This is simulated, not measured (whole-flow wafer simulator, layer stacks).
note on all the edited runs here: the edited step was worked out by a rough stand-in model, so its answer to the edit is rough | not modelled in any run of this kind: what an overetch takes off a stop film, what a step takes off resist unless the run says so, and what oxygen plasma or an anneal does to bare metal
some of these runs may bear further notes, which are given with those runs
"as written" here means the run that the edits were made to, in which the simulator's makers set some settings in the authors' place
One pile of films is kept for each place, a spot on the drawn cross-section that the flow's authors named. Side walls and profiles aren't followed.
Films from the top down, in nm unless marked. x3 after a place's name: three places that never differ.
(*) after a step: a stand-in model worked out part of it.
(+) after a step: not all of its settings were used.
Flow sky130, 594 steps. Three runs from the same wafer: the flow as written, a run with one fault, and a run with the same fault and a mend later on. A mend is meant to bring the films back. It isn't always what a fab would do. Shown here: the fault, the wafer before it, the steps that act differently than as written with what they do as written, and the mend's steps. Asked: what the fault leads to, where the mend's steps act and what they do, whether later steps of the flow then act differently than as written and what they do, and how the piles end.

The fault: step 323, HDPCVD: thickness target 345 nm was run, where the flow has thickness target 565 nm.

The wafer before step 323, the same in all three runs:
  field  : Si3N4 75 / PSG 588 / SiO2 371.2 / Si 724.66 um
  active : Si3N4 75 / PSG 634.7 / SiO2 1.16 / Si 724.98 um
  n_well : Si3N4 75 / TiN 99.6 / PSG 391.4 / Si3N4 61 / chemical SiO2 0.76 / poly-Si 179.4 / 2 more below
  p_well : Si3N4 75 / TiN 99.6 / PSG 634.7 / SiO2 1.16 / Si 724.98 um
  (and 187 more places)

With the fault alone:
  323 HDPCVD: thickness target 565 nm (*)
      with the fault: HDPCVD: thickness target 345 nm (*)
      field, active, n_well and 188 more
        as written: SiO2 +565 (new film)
        with the fault: SiO2 +345 (new film)
  Later steps of the flow that act differently than as written (20 more steps differ only slightly, by at most 2% or 0.5 nm, whichever is larger, and aren't shown):
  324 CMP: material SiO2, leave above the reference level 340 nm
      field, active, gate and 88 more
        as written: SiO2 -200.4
        with the fault: nothing
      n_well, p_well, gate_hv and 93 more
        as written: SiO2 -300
        with the fault: SiO2 -80
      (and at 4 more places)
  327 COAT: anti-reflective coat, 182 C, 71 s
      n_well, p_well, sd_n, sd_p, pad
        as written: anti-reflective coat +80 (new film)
        with the fault: anti-reflective coat +60.5 (new film)
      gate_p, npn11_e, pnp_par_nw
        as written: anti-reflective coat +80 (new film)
        with the fault: anti-reflective coat +73.7 (new film)
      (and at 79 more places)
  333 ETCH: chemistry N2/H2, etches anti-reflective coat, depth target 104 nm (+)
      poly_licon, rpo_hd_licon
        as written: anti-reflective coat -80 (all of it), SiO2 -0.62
        with the fault: anti-reflective coat -64.5 (all of it), SiO2 -1.01
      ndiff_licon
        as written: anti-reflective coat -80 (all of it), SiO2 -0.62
        with the fault: anti-reflective coat -74.6 (all of it), SiO2 -0.75
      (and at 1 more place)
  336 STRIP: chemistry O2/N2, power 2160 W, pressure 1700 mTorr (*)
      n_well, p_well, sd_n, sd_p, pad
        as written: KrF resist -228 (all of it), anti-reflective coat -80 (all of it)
        with the fault: KrF resist -228.9 (all of it), anti-reflective coat -60.5 (all of it)
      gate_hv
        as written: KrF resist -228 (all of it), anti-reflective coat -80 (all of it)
        with the fault: KrF resist -228.9 (all of it), anti-reflective coat -78.2 (all of it)
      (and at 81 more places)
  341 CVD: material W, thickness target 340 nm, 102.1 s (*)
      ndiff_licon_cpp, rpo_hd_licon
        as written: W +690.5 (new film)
        with the fault: W +670.6 (new film)
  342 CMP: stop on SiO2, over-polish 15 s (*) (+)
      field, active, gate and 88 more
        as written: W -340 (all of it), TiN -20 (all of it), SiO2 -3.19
        with the fault: W -340 (all of it), TiN -4.14
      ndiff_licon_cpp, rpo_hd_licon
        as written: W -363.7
        with the fault: W -344.1
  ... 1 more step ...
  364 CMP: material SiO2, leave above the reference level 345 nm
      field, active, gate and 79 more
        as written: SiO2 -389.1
        with the fault: SiO2 -374.3
  At the end the piles differ from the flow's by more than 2% or 0.5 nm, whichever is larger, at vpp_ln, vpp_iso1, ndiff_ln and 6 more.
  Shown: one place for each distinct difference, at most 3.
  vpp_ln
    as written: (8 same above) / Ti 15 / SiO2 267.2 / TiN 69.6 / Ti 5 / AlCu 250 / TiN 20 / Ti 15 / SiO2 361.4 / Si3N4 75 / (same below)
    with the fault: (8 same above) / Ti 15 / SiO2 267.8 / TiN 69.6 / Ti 5 / AlCu 250 / TiN 20 / Ti 15 / TiN 15.9 / SiO2 345 / Si3N4 75 / (same below)
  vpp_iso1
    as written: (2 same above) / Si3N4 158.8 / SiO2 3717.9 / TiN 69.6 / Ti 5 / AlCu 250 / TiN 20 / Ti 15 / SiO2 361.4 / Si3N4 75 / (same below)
    with the fault: (2 same above) / Si3N4 158.8 / SiO2 3718.5 / TiN 69.6 / Ti 5 / AlCu 250 / TiN 20 / Ti 15 / TiN 15.9 / SiO2 345 / Si3N4 75 / (same below)
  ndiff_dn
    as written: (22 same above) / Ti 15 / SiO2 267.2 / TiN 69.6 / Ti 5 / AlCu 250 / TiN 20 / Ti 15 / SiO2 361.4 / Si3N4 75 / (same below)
    with the fault: (22 same above) / Ti 15 / SiO2 267.8 / TiN 69.6 / Ti 5 / AlCu 250 / TiN 20 / Ti 15 / TiN 15.9 / SiO2 345 / Si3N4 75 / (same below)

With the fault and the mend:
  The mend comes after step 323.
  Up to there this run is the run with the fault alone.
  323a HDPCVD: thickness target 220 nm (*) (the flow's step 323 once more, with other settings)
      field, active, n_well and 188 more
        SiO2 +220
  No later step of the flow acts differently than as written at any place that is followed.
  At the end the piles are the same as the flow's at every place that both follow.
